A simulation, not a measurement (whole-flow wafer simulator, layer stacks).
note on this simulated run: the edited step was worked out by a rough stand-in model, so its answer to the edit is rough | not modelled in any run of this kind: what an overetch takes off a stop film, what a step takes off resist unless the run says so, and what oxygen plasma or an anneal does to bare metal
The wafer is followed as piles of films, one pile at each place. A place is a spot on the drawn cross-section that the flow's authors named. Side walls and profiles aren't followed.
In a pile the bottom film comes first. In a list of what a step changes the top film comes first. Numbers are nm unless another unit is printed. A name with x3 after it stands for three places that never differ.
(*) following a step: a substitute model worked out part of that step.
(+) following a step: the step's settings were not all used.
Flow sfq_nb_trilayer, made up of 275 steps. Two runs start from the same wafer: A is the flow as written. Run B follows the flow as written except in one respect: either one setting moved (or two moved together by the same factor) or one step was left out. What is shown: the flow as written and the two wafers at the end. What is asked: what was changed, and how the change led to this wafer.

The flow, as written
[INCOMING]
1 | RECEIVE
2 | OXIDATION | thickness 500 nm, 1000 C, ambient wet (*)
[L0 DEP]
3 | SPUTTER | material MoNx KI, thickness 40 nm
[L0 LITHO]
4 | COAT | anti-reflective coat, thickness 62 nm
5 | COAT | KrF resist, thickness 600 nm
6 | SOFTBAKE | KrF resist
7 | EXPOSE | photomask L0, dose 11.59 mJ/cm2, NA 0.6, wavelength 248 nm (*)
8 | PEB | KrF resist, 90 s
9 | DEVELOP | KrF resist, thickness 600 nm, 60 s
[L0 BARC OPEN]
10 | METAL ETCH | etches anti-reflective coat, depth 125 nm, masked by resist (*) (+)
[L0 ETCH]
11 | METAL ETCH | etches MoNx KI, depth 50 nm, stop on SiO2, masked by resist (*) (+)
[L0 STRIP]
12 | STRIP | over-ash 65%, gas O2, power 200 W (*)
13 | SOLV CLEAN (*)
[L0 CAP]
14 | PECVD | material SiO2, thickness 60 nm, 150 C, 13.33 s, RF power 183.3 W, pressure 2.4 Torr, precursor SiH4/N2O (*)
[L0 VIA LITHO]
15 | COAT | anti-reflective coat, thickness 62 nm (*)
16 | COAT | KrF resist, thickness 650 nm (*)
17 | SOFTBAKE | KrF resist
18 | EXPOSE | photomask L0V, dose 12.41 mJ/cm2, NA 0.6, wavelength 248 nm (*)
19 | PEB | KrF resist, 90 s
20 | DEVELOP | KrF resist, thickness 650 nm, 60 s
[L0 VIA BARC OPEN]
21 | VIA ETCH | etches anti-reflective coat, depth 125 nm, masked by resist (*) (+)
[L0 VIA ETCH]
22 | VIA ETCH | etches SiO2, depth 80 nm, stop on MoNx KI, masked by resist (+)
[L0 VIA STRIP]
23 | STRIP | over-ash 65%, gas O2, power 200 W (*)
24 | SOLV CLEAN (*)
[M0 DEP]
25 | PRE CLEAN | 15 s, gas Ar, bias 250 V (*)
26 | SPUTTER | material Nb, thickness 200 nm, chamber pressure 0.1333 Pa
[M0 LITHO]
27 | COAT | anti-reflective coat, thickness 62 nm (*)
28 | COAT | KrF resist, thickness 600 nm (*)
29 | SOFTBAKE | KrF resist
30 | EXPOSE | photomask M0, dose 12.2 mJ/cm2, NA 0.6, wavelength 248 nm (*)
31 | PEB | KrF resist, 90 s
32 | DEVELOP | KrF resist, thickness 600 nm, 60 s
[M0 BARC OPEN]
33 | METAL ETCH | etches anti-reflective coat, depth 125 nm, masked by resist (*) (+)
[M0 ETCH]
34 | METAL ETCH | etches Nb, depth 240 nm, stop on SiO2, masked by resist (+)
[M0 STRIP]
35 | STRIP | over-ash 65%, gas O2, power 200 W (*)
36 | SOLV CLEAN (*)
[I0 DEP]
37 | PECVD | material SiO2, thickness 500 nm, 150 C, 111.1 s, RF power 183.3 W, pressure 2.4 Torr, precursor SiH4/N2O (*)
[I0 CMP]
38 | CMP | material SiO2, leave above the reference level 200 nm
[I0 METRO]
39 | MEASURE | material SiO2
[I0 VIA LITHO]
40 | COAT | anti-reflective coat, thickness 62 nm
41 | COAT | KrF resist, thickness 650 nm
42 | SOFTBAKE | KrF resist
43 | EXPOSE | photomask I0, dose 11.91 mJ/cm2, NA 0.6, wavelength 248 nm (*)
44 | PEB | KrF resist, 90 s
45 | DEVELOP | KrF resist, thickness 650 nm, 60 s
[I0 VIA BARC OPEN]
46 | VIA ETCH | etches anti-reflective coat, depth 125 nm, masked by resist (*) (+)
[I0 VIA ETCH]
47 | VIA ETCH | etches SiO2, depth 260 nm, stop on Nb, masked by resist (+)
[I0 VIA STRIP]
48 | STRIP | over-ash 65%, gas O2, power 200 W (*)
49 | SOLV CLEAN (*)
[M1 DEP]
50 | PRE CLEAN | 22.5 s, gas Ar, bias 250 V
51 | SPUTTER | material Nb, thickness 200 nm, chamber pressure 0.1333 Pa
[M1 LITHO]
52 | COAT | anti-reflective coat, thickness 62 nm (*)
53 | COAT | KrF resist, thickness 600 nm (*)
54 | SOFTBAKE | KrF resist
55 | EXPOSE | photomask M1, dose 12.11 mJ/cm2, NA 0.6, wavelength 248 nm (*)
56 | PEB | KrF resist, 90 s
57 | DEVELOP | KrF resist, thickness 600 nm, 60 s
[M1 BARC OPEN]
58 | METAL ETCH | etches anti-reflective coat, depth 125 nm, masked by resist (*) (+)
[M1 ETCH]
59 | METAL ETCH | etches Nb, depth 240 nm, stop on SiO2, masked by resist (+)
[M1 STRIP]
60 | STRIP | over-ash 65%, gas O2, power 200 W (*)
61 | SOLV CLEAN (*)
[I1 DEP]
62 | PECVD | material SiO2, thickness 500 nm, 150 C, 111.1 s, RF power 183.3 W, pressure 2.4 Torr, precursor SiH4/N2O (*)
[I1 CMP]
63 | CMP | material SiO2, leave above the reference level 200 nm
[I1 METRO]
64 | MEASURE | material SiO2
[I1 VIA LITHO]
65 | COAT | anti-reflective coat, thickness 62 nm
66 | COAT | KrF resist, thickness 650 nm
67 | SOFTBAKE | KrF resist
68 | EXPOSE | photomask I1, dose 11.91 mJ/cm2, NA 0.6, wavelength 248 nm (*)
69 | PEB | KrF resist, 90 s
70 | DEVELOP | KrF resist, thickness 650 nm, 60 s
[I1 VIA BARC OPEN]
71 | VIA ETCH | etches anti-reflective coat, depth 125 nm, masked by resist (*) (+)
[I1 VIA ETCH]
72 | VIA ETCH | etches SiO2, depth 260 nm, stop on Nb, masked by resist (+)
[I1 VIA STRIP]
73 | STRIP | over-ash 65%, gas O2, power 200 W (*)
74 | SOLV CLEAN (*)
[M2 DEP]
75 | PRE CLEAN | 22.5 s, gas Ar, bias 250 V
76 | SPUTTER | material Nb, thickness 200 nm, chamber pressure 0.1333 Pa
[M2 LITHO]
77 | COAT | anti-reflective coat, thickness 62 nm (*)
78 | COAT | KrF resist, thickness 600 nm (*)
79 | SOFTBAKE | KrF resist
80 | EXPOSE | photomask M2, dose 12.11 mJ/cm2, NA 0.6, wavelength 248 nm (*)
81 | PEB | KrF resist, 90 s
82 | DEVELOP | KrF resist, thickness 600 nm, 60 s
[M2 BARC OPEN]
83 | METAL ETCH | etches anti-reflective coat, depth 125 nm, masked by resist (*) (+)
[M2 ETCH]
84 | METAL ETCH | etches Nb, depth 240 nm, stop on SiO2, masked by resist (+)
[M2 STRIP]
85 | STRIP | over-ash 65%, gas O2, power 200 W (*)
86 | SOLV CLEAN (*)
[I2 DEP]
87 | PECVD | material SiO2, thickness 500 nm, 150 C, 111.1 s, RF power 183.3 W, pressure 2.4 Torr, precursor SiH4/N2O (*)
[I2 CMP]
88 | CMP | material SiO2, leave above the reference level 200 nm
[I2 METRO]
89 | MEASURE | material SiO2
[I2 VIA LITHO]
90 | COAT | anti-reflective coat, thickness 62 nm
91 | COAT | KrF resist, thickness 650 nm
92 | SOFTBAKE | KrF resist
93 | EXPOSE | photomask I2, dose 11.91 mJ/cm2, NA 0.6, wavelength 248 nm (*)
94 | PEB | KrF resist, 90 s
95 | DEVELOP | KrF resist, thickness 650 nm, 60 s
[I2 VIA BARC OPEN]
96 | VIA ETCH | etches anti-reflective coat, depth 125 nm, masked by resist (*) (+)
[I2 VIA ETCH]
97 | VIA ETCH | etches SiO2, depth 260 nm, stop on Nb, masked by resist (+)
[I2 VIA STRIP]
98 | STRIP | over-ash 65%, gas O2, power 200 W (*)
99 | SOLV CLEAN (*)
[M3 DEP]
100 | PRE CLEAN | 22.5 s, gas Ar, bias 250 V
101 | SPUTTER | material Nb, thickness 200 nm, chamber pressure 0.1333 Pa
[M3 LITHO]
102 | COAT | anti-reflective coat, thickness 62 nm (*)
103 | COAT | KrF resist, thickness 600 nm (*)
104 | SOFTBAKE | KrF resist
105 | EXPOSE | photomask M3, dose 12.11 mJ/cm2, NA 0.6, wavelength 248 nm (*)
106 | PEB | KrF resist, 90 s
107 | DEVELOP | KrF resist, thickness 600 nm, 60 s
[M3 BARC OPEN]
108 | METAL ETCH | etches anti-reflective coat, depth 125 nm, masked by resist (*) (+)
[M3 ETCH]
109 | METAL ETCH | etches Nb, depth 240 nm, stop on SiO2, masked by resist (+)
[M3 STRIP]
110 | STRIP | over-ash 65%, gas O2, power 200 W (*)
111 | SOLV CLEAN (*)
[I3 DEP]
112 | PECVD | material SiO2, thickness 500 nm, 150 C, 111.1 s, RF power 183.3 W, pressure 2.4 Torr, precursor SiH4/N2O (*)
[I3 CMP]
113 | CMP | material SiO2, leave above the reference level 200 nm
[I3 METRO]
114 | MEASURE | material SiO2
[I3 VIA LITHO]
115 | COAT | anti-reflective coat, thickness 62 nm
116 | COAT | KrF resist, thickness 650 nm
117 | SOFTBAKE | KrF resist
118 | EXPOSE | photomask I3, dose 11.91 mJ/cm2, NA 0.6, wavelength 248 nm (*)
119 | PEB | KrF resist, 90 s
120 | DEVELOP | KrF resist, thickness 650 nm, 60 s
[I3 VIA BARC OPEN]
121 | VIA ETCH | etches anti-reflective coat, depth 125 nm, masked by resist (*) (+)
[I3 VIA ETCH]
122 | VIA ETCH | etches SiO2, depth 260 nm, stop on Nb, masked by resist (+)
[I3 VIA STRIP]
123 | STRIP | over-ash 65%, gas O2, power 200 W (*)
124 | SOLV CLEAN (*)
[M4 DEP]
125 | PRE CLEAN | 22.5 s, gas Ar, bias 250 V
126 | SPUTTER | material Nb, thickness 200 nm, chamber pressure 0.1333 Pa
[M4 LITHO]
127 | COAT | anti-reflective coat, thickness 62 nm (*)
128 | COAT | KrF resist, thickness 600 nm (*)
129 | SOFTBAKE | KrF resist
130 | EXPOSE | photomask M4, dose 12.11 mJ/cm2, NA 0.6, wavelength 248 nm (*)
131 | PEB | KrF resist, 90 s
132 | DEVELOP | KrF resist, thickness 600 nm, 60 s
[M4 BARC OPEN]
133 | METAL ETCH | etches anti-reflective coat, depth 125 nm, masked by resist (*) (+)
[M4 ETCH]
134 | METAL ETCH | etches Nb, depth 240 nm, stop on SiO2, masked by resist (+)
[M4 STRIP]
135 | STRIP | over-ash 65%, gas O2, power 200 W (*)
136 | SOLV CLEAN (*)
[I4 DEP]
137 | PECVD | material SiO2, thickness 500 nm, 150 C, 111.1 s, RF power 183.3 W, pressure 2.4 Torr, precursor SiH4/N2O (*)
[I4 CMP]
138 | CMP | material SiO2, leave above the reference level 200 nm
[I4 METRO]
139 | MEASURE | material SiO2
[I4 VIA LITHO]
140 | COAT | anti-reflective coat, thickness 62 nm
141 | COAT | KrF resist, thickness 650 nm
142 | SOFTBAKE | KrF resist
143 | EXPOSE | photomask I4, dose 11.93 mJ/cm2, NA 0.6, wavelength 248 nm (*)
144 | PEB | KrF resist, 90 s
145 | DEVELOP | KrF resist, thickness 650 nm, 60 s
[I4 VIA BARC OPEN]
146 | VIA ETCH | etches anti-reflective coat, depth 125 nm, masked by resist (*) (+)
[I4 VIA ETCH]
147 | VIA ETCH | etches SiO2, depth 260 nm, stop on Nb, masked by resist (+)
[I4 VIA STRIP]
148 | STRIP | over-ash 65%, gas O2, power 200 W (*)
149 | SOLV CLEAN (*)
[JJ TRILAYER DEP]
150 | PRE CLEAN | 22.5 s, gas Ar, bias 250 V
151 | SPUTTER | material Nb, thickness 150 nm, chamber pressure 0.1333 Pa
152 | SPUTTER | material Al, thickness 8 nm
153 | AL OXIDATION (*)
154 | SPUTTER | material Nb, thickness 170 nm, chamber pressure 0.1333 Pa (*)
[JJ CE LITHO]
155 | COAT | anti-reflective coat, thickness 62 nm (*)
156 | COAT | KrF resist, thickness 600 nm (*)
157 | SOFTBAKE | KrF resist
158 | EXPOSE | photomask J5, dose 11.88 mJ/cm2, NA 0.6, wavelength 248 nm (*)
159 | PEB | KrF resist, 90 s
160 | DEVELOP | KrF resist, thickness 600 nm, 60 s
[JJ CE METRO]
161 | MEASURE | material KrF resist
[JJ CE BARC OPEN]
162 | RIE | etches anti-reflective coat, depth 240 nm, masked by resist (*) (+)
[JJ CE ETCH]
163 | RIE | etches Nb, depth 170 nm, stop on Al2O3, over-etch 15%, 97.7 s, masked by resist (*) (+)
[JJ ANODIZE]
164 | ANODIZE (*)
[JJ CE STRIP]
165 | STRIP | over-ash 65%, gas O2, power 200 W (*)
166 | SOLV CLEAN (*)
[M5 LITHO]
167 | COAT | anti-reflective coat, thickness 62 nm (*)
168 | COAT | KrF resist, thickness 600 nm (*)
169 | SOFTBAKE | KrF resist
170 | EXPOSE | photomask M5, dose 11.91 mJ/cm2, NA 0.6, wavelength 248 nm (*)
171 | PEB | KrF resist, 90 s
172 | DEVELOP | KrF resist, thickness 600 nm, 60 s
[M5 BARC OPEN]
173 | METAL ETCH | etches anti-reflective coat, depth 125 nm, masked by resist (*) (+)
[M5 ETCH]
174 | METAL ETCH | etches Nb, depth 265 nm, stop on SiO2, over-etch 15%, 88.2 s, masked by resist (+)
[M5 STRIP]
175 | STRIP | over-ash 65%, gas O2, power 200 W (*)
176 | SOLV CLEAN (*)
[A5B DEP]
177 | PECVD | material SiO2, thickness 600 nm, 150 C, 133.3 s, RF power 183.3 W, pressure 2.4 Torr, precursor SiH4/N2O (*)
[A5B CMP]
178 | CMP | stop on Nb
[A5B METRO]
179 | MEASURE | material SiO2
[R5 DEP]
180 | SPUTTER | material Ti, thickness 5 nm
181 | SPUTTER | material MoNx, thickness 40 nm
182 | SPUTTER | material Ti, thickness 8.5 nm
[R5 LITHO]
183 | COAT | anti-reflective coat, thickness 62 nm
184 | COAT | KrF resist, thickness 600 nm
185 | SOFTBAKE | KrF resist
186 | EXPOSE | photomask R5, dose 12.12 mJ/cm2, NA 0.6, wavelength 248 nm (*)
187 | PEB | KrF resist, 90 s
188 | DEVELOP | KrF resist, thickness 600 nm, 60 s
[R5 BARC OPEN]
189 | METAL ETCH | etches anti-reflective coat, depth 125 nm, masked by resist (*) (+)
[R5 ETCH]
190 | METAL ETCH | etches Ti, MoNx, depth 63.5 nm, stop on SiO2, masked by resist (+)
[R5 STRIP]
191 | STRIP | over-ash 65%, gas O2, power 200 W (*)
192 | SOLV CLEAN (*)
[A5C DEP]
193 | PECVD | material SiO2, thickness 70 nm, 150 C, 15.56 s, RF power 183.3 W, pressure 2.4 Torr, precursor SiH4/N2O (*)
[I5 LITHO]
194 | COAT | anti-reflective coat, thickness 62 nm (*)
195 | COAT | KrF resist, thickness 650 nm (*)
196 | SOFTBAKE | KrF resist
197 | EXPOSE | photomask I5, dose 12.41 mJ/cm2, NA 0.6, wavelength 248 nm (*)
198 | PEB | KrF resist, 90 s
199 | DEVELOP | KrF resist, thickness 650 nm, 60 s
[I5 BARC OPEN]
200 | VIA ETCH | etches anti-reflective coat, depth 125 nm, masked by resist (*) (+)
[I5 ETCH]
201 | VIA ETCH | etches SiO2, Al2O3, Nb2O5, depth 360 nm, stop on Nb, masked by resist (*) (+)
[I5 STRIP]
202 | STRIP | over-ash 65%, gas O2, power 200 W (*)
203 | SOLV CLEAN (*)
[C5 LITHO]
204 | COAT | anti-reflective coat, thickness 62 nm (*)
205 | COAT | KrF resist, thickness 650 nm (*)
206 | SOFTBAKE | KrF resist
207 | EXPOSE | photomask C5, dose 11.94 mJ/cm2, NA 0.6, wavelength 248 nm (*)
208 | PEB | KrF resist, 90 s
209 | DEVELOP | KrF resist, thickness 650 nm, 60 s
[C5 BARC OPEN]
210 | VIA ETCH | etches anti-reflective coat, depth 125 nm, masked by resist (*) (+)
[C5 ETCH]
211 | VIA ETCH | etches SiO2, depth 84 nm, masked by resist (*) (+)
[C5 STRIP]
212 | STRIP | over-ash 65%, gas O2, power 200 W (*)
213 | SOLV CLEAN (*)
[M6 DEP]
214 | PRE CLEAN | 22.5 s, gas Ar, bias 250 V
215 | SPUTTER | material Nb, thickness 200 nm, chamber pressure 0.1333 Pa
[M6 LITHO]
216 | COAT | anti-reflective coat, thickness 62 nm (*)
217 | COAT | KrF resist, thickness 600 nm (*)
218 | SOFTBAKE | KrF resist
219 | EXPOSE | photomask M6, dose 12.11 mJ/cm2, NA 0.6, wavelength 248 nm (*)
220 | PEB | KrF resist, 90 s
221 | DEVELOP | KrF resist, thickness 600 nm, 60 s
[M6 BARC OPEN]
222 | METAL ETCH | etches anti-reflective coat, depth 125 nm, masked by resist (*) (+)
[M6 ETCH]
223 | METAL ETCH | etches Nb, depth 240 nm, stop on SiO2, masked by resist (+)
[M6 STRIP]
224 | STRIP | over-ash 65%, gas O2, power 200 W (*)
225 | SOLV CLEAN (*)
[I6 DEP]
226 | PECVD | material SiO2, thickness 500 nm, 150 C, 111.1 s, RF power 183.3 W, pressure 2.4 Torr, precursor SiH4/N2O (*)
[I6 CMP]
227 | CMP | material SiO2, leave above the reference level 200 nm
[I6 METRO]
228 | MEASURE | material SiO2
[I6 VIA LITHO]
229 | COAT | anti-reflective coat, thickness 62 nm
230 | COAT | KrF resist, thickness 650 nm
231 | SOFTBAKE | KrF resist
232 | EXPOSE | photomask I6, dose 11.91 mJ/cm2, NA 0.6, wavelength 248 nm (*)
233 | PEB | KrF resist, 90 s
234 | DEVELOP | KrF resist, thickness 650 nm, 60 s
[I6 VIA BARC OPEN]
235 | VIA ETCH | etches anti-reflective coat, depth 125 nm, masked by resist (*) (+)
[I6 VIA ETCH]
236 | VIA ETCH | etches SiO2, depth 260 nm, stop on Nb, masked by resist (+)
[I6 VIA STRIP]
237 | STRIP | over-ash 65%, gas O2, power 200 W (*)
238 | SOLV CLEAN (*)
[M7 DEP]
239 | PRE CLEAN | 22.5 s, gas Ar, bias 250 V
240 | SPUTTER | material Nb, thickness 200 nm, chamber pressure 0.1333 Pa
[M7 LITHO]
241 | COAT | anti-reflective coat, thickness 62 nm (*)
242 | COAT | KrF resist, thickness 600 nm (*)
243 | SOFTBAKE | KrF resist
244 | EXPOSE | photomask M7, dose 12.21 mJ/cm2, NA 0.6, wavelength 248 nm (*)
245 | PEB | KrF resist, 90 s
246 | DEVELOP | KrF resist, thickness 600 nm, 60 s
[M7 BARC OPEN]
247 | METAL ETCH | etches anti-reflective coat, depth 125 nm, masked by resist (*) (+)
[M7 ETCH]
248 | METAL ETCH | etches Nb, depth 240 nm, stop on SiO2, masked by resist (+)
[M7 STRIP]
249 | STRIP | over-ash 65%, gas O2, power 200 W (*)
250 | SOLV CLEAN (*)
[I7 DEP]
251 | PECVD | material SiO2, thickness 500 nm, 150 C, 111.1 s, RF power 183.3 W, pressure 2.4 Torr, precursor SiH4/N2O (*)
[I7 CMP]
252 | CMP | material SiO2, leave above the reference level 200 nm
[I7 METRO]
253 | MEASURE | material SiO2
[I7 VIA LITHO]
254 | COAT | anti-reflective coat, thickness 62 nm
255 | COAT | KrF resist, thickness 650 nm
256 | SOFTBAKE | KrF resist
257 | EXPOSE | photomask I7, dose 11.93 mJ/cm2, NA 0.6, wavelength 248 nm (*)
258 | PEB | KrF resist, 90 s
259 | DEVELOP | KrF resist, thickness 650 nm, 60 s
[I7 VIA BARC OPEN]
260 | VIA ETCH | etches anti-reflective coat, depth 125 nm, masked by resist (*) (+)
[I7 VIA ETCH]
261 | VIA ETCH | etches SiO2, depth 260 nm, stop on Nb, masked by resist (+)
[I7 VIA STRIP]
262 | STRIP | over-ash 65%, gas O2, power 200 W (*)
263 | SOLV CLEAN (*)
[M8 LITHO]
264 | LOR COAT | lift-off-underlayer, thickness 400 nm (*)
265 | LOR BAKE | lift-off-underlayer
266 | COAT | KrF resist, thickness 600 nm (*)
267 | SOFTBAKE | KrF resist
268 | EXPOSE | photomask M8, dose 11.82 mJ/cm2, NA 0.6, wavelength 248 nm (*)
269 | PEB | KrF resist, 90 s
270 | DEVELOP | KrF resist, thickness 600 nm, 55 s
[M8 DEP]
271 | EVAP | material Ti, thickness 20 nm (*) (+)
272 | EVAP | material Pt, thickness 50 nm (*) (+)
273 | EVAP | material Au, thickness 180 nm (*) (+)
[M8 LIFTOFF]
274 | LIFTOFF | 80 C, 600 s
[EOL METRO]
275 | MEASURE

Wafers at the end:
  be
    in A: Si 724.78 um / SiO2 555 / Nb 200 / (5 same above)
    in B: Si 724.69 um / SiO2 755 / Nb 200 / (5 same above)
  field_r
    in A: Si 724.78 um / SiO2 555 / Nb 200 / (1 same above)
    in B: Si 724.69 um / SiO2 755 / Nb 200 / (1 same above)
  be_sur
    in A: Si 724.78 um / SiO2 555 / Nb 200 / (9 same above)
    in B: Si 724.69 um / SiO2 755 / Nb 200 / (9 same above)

Cause: step 2, OXIDATION: thickness 700 nm was run, whereas the flow has thickness 500 nm.

How this came from the change, step by step:
  2 | OXIDATION | thickness 500 nm, 1000 C, ambient wet (*)
      field_l, v_sur, via_wl and 103 more: A +500 SiO2 (new film), -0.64 chemical SiO2 (all of it), -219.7 Si | B +700 SiO2 (new film), -0.64 chemical SiO2 (all of it), -307.7 Si
